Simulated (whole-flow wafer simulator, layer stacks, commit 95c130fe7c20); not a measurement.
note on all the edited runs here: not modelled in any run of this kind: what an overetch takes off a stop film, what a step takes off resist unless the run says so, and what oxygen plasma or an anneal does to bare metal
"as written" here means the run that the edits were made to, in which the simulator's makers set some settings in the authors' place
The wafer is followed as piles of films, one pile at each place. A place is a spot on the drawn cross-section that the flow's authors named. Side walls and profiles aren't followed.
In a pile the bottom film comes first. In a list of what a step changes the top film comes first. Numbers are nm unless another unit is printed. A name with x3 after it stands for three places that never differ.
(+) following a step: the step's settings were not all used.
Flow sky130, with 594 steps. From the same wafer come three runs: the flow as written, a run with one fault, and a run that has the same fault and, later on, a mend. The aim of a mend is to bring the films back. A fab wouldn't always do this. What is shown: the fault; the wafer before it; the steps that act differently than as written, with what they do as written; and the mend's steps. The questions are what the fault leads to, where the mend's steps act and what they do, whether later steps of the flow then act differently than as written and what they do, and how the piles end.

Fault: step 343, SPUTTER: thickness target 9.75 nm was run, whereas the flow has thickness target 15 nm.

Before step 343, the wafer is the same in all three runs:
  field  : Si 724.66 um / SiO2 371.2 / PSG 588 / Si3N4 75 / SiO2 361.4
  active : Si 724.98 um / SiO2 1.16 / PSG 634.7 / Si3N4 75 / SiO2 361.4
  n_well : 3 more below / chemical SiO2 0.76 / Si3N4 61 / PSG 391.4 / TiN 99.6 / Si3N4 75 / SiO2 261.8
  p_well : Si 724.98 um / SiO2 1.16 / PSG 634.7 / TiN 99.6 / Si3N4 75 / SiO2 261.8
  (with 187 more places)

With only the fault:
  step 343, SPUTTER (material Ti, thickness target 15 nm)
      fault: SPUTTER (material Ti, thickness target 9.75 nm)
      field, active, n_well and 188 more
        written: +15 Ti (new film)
        fault: +9.75 Ti (new film)
  Later steps of the flow acting differently than as written (9 other steps are not shown; they differ only slightly, by no more than 2% or 0.5 nm, whichever is larger):
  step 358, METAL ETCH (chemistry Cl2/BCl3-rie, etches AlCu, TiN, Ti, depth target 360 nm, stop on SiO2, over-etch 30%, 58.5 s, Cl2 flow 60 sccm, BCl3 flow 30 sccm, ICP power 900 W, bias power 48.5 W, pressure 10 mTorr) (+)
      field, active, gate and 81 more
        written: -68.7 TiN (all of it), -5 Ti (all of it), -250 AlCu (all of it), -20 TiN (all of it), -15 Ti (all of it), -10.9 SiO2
        fault: -68.7 TiN (all of it), -5 Ti (all of it), -250 AlCu (all of it), -20 TiN (all of it), -9.75 Ti (all of it), -11.5 SiO2
  By the end, the piles at n_well, p_well, gate_hv and 104 more depart from the flow's by more than 2% or 0.5 nm, whichever is larger.
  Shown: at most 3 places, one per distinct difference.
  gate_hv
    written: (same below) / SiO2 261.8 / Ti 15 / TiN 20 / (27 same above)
    fault: (same below) / SiO2 261.8 / Ti 9.75 / TiN 20 / (27 same above)
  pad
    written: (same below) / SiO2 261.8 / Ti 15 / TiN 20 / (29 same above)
    fault: (same below) / SiO2 261.8 / Ti 9.75 / TiN 20 / (29 same above)
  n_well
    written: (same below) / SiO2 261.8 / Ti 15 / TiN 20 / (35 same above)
    fault: (same below) / SiO2 261.8 / Ti 9.75 / TiN 20 / (35 same above)

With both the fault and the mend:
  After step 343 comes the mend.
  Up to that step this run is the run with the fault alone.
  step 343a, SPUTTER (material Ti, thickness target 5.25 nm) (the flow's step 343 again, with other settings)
      field, active, n_well and 188 more
        +5.25 Ti
  None of the later steps of the flow acts differently than as written at any place that is followed.
  The piles end the same as the flow's at every place that both follow.
